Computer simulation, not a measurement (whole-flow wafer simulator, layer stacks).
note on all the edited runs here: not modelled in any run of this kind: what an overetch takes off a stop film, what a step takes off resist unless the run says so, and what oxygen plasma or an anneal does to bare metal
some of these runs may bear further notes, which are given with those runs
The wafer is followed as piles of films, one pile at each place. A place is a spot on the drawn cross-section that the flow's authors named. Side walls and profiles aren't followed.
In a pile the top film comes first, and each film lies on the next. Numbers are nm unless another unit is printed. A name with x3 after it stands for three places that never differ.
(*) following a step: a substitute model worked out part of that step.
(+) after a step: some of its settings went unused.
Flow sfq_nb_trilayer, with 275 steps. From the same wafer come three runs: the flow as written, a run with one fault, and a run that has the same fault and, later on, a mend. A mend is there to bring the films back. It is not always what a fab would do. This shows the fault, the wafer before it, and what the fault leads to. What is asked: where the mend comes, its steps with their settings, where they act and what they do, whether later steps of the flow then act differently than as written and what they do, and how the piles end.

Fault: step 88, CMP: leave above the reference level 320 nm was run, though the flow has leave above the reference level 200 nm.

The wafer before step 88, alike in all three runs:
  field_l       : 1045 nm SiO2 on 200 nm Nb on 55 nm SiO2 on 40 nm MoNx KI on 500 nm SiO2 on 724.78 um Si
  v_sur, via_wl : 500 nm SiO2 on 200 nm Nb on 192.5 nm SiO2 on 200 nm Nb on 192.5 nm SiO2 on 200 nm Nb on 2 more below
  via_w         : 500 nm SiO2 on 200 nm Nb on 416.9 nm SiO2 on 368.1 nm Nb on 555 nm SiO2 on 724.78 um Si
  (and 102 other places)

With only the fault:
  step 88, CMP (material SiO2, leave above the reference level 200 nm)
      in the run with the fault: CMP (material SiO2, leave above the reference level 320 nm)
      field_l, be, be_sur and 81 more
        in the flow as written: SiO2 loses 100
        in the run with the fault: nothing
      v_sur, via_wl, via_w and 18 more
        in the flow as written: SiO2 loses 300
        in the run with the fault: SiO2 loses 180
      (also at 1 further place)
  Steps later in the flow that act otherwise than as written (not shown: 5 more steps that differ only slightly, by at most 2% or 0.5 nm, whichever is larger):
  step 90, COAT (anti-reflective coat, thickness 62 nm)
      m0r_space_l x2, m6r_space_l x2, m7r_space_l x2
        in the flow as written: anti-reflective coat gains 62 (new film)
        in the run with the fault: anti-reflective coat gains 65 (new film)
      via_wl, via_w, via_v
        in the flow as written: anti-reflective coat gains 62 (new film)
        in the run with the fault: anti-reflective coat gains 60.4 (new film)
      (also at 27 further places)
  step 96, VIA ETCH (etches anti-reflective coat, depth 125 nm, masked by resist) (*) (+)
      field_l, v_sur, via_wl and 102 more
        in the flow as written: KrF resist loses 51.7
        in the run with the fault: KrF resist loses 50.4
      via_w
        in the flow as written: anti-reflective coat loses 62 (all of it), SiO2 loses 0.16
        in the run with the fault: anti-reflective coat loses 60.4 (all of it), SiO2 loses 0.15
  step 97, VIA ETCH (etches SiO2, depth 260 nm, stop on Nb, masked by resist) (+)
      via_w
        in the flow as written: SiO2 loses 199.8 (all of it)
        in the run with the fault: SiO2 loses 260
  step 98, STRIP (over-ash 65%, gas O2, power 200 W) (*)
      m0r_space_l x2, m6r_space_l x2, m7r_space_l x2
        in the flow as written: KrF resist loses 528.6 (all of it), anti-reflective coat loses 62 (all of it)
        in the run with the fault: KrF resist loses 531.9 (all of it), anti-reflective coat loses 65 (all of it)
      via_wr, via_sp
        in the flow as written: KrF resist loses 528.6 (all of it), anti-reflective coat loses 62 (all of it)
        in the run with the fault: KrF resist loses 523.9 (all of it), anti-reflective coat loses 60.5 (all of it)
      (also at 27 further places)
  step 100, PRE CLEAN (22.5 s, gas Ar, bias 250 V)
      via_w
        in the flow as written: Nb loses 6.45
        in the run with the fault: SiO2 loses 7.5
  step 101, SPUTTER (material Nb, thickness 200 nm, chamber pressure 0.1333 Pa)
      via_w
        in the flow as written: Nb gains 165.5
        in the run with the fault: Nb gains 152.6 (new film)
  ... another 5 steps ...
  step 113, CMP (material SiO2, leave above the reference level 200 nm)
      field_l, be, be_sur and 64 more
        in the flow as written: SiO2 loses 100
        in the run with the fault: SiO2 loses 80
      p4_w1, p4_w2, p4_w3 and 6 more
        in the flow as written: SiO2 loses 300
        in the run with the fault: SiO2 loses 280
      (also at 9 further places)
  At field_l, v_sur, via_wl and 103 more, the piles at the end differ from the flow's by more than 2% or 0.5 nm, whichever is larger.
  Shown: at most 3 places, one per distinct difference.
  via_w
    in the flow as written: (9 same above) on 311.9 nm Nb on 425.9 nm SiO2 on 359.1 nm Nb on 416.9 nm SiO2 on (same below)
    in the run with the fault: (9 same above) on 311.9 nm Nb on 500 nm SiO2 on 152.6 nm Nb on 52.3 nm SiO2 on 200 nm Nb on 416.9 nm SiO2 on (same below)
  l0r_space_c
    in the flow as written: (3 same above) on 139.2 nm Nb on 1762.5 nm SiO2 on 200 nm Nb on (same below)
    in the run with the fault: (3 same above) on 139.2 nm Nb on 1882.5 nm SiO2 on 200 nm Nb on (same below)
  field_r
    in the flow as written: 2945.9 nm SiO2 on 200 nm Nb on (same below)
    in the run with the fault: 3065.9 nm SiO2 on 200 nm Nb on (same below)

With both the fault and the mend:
  The mend follows step 89.
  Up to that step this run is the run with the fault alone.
  step 89a, CMP (material SiO2, leave above the reference level 200 nm) (the flow's step 88, run once more)
      field_l, be, be_sur and 81 more
        SiO2 loses 100
      v_sur, via_wl, via_w and 19 more
        SiO2 loses 120
  None of the later steps of the flow acts differently than as written at any place that is followed.
  By the end, the piles equal the flow's at every place that both follow.
